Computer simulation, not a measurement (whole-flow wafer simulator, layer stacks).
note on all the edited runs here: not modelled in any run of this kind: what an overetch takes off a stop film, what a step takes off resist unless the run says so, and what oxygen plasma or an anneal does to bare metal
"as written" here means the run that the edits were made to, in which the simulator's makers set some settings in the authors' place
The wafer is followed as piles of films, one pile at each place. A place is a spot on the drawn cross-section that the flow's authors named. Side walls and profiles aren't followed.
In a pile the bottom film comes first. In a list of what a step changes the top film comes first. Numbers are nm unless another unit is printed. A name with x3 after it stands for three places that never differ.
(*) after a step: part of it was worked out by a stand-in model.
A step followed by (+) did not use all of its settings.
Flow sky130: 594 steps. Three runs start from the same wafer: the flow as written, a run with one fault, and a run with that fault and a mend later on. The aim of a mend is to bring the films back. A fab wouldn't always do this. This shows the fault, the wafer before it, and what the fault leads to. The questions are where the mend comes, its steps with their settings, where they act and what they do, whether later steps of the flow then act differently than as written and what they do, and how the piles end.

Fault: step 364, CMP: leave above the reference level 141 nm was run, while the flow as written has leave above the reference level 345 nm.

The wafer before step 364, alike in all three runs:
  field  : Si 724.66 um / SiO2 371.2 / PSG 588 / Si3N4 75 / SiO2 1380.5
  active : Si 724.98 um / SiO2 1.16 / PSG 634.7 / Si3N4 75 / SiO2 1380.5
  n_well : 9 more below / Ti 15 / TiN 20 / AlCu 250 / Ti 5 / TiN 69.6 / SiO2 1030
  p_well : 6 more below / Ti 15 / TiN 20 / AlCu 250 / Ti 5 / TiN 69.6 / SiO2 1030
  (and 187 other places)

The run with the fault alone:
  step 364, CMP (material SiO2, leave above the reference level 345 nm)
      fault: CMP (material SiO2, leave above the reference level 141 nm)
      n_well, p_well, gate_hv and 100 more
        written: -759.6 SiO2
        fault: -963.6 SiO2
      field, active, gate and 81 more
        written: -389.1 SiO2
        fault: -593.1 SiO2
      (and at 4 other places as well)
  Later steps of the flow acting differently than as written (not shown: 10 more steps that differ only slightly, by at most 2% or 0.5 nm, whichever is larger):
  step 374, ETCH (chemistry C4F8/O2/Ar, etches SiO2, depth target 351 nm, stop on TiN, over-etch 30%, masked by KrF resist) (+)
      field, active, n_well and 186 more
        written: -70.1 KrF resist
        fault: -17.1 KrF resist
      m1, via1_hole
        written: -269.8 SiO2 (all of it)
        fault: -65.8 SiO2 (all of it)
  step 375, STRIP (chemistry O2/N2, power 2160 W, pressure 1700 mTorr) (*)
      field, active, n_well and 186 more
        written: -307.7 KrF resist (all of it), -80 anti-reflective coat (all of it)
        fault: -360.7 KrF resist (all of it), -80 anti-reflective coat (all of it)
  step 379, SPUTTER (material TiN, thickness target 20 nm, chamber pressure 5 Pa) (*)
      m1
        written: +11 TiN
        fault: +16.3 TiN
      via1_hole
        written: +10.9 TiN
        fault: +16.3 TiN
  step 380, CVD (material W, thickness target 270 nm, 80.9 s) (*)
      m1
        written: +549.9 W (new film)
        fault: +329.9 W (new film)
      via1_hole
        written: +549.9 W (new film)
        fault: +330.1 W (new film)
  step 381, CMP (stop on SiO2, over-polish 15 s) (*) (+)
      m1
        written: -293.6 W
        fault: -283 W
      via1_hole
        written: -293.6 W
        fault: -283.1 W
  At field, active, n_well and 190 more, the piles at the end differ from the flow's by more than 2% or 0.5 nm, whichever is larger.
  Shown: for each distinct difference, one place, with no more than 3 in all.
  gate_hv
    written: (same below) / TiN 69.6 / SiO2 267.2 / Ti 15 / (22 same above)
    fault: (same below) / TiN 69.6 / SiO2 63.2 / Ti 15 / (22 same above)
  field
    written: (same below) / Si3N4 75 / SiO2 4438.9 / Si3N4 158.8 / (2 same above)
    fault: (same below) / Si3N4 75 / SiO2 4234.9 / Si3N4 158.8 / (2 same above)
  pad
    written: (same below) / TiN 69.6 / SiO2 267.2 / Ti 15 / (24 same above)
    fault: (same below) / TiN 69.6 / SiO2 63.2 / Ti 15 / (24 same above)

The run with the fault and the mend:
  The mend follows step 364.
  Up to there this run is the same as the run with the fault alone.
  step 364a, HDPCVD (thickness target 204 nm) (*) (the flow's step 363, run once more with other settings)
      field, active, n_well and 188 more
        +204 SiO2
  Every later step of the flow that is run acts as written, at every place that is followed, to within 2% or 0.5 nm, whichever is larger.
  At every place that both follow, the piles at the end match the flow's.
